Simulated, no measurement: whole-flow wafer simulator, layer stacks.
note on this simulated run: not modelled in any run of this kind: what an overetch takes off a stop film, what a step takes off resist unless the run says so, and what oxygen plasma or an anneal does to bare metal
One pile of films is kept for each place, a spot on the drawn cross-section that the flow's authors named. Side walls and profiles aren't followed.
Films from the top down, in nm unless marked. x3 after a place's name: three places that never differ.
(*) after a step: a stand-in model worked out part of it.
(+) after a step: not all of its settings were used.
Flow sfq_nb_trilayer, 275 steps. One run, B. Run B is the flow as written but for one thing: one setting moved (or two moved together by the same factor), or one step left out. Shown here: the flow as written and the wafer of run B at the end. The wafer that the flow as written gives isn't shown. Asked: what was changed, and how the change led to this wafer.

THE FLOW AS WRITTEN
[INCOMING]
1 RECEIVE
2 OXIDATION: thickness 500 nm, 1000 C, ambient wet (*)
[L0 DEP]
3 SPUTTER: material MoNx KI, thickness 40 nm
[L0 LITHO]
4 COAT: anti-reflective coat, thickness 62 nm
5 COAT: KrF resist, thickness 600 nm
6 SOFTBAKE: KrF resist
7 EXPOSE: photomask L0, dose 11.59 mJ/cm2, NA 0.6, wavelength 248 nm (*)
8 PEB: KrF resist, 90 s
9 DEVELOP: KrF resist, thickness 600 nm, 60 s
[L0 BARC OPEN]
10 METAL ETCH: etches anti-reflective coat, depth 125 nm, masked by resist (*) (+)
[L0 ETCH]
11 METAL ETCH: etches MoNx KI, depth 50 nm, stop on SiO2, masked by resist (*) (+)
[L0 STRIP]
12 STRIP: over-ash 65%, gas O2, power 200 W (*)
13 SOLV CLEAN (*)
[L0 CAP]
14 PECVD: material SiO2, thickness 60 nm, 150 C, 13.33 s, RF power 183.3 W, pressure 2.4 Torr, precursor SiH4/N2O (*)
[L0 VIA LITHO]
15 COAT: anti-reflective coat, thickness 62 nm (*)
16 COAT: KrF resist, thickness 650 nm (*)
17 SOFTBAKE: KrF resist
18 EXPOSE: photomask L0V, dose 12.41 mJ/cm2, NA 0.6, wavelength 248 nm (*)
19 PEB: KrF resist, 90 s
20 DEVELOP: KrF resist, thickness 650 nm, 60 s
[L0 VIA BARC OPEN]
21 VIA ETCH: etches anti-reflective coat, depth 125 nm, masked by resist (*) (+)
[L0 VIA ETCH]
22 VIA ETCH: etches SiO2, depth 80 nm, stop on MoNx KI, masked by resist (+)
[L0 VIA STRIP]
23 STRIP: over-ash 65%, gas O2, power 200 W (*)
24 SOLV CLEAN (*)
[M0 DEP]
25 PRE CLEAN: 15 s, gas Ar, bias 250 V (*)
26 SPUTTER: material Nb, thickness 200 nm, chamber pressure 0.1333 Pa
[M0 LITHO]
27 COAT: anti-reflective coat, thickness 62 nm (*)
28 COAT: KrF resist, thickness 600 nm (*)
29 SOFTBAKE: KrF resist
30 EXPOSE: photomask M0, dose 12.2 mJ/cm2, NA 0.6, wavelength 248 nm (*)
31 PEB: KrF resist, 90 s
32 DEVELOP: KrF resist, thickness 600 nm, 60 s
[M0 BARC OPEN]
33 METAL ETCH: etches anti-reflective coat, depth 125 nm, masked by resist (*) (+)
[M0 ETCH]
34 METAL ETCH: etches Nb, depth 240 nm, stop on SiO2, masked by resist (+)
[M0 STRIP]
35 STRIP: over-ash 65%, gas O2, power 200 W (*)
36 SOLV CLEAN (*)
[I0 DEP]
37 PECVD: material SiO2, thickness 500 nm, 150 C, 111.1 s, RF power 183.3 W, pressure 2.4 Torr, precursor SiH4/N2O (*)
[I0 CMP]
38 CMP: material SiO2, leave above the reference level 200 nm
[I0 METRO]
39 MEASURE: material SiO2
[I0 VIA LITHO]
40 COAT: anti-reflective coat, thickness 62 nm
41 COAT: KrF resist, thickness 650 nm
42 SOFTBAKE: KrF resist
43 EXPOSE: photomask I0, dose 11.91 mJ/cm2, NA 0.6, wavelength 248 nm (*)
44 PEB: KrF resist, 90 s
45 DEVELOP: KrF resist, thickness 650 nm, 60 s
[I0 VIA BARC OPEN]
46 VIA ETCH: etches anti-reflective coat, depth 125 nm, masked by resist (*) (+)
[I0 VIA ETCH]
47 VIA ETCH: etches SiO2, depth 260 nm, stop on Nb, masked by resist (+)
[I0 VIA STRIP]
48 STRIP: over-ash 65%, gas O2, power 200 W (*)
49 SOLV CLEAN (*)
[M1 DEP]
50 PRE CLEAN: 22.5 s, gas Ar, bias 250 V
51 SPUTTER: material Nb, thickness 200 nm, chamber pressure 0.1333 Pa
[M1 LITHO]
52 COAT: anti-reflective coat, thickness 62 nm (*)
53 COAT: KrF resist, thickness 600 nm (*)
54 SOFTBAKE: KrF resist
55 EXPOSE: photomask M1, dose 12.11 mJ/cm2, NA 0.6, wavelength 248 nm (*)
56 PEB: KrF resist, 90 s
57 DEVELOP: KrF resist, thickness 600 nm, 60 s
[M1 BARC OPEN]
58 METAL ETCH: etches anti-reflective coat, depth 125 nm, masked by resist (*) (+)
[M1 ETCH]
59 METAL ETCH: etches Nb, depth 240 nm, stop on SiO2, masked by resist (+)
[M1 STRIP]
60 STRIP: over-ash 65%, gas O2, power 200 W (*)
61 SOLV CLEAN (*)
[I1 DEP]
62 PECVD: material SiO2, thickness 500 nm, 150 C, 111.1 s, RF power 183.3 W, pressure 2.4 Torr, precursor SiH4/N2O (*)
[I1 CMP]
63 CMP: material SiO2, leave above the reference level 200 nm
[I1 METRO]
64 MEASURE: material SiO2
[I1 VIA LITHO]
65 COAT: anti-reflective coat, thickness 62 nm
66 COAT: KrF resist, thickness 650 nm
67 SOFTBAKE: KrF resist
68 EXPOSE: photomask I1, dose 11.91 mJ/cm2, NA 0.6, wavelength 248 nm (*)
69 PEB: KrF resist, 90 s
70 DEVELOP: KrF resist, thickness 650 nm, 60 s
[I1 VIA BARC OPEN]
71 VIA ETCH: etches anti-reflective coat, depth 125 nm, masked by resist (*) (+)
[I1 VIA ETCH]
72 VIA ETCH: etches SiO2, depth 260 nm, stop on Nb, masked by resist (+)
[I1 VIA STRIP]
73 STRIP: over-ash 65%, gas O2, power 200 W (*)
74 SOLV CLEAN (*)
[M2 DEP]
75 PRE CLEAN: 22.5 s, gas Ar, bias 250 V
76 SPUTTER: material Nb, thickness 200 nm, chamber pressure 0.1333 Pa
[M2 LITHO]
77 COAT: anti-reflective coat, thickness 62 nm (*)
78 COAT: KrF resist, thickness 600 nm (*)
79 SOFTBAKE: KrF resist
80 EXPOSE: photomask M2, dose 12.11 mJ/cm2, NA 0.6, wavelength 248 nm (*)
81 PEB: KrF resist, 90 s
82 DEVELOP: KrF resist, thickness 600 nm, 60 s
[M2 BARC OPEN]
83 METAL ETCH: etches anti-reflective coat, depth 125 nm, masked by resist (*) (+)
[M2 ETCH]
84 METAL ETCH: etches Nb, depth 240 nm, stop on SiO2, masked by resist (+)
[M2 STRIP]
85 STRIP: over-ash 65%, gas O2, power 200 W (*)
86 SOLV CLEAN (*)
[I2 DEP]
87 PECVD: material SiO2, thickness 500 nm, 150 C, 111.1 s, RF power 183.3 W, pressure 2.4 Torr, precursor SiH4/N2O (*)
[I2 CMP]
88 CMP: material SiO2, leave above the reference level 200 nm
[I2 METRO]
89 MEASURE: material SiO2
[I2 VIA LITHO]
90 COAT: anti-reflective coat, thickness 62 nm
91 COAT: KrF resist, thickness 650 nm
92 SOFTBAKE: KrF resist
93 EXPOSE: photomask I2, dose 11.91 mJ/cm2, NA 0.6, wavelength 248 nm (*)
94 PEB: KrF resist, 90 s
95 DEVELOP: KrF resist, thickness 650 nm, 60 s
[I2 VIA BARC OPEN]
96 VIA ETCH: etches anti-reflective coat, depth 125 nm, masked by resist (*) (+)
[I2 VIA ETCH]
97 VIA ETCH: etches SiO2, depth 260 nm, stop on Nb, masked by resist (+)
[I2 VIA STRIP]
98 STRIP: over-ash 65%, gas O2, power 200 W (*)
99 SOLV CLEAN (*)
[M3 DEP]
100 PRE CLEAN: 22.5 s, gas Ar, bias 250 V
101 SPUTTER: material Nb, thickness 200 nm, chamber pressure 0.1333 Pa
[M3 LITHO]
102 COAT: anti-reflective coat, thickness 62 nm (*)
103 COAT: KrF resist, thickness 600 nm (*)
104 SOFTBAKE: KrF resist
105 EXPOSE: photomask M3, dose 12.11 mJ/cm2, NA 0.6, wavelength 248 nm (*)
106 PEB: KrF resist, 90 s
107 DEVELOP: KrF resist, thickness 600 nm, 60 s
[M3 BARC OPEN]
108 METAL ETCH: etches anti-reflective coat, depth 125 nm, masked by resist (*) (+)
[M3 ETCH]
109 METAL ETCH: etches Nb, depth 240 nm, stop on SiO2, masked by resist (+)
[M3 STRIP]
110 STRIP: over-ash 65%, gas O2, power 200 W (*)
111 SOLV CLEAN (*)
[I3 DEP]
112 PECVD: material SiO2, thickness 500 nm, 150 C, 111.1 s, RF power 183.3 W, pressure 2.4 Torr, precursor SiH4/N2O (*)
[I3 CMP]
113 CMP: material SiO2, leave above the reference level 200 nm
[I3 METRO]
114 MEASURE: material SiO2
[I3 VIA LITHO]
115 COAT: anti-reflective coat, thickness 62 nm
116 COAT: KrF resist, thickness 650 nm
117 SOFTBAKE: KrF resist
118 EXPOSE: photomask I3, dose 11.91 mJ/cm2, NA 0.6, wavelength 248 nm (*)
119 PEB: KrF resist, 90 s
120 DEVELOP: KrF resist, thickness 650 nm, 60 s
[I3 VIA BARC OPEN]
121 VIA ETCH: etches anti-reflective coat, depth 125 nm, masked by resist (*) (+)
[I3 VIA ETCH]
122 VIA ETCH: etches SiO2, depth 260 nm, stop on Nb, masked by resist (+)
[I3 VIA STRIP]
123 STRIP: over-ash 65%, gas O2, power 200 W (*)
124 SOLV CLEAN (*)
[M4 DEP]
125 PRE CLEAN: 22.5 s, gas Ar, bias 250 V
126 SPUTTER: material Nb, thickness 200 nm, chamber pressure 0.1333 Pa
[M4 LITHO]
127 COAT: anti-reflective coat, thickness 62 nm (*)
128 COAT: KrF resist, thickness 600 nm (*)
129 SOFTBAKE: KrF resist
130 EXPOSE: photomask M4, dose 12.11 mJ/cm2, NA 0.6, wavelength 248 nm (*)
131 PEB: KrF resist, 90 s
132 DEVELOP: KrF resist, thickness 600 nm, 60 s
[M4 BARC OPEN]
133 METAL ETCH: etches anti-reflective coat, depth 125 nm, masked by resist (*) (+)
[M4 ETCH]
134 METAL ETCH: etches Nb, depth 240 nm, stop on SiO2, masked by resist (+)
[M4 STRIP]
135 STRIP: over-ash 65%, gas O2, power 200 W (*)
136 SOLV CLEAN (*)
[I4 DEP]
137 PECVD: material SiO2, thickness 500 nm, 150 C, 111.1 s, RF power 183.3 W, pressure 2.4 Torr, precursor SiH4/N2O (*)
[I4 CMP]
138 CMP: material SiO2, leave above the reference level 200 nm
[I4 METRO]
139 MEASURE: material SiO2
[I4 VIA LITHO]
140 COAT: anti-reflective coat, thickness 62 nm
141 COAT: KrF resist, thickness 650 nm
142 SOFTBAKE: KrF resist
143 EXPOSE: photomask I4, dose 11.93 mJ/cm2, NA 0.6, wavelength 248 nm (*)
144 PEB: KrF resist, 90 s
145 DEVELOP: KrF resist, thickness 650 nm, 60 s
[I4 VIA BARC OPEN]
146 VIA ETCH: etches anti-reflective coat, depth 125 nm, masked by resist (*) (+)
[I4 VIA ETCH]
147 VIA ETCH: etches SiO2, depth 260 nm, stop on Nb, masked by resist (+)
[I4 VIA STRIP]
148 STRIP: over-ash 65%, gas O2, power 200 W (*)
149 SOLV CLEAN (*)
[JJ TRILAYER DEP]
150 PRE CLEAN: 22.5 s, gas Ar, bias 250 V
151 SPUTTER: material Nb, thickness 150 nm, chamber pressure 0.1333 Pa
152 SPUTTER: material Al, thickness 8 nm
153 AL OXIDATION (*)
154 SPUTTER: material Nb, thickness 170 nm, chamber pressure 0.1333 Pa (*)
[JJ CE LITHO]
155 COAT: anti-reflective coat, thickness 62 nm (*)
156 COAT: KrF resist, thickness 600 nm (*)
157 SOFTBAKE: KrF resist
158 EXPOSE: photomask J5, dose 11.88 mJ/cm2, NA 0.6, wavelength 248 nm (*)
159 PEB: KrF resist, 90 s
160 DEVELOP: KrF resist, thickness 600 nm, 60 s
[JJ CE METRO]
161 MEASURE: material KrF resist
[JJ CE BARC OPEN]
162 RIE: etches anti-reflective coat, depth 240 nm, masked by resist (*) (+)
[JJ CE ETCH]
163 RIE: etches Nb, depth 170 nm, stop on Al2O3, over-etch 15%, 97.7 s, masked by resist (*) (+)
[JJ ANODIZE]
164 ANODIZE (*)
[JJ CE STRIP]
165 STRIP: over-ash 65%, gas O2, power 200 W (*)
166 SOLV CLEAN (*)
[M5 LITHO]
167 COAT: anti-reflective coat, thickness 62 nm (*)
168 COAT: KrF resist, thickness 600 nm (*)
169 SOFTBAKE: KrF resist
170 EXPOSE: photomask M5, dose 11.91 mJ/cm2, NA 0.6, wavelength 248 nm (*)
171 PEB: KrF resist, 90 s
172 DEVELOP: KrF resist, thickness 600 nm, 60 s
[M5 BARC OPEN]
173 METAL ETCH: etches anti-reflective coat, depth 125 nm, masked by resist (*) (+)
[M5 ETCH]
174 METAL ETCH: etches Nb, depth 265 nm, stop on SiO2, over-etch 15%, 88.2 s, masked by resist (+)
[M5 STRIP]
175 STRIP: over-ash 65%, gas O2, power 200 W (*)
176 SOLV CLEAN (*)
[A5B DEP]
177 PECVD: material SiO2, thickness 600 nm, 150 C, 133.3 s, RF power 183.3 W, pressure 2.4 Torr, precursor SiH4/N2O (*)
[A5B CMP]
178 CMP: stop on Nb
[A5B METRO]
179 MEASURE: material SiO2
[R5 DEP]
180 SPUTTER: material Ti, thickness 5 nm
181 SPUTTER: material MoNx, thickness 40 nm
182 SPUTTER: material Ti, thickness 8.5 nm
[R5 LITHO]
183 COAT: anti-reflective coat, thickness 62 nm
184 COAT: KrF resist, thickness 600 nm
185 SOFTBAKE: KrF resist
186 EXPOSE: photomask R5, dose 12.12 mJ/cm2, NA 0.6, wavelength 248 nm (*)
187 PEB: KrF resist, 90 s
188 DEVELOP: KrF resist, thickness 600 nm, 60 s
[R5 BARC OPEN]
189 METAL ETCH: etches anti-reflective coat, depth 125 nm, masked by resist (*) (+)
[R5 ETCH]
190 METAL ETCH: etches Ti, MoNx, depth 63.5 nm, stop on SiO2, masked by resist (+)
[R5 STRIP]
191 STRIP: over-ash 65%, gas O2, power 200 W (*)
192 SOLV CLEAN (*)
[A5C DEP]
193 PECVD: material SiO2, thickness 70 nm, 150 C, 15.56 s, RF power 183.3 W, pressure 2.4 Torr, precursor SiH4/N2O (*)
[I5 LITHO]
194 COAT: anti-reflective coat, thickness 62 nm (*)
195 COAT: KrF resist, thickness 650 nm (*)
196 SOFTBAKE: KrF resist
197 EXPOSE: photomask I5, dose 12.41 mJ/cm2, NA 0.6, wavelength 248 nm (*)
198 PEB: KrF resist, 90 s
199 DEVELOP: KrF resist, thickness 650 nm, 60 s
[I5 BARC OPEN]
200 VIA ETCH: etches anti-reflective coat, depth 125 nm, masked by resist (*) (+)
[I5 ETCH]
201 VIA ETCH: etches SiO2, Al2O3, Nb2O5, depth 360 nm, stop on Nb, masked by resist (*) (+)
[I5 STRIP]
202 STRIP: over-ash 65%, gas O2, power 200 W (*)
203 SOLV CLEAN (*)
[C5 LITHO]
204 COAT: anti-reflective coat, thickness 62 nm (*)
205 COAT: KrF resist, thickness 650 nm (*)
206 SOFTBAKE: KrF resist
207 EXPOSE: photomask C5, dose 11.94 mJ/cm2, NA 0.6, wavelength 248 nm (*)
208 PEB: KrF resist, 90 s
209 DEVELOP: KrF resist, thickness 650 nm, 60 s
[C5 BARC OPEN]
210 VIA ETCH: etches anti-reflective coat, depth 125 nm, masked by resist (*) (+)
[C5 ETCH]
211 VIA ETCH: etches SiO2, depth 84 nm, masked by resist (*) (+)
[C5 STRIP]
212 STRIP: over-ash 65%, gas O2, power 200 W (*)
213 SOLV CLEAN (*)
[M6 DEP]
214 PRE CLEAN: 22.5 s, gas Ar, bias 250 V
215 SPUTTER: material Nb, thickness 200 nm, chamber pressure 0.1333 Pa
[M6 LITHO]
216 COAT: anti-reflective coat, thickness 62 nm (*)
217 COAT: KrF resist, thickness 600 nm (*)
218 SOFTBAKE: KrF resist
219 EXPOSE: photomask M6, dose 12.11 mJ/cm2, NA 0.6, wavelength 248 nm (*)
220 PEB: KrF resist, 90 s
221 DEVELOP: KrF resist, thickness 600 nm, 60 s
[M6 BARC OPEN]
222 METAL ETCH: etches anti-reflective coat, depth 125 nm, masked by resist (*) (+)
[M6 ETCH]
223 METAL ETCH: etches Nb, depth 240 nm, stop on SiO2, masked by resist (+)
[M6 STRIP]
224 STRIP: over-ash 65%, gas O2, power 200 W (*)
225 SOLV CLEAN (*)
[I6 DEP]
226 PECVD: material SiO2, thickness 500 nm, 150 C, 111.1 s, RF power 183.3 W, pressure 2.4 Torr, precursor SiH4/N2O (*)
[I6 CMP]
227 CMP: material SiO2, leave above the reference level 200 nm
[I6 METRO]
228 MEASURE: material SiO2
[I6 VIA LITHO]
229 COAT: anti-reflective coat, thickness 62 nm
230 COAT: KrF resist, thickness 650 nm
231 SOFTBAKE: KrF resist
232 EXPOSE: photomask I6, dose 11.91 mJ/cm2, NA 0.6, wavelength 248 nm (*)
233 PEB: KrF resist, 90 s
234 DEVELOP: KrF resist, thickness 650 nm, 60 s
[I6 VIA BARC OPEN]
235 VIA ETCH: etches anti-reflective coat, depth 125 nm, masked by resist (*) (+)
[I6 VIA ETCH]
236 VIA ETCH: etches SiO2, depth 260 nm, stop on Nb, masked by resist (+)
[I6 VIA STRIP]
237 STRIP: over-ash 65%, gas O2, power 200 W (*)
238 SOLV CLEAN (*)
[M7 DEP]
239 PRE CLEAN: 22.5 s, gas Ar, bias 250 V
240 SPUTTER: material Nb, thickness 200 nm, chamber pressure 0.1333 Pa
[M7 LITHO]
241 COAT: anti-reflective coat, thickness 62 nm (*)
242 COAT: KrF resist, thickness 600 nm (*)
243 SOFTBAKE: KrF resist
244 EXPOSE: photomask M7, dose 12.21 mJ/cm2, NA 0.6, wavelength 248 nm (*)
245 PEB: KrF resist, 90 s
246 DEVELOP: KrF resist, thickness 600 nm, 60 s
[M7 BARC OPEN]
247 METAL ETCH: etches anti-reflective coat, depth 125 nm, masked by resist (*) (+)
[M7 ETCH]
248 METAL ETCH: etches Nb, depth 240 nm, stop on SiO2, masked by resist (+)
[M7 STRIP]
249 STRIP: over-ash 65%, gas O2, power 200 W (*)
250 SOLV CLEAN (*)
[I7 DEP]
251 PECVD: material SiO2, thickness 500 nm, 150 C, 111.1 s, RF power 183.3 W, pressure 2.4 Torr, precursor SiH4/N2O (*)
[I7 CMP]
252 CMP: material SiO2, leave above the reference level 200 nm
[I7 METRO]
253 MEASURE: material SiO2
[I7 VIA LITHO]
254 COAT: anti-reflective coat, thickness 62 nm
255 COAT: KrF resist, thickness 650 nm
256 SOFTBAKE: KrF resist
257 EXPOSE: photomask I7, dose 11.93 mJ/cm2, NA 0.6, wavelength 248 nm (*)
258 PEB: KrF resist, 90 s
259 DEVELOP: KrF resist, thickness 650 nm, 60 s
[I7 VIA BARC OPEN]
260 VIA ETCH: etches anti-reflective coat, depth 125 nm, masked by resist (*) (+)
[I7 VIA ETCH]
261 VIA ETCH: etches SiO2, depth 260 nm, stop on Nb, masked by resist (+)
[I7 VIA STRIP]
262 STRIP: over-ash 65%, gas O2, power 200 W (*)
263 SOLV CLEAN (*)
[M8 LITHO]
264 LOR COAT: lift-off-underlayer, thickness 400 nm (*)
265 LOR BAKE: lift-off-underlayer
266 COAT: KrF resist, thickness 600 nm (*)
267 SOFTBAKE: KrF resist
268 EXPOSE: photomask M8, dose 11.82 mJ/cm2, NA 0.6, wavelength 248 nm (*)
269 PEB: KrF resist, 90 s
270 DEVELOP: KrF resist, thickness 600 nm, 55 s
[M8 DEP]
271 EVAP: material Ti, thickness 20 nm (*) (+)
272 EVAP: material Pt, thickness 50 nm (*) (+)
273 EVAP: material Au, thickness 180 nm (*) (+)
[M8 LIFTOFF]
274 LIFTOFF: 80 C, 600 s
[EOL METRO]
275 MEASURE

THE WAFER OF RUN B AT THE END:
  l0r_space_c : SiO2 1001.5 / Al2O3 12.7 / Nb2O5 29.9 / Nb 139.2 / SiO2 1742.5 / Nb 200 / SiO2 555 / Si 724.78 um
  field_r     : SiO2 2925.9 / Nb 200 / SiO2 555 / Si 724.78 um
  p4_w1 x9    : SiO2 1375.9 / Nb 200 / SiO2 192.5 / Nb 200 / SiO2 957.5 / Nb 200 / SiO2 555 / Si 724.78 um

The cause: step 76, SPUTTER: thickness 180 nm was run, where the flow has thickness 200 nm.

How the change led to this, step by step:
  76 SPUTTER: material Nb, thickness 200 nm, chamber pressure 0.1333 Pa
      field_l, v_sur, via_wl and 102 more: Nb +180 (new film) (as written it would be: Nb +200 (new film))
      via_v: Nb +157.4 (as written it would be: Nb +174.5)
  84 METAL ETCH: etches Nb, depth 240 nm, stop on SiO2, masked by resist (+)
      field_l, be, be_sur and 81 more: Nb -180 (all of it) (as written it would be: Nb -200 (all of it))
  88 CMP: material SiO2, leave above the reference level 200 nm
      field_l, be, be_sur and 81 more: SiO2 -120 (as written it would be: SiO2 -100)
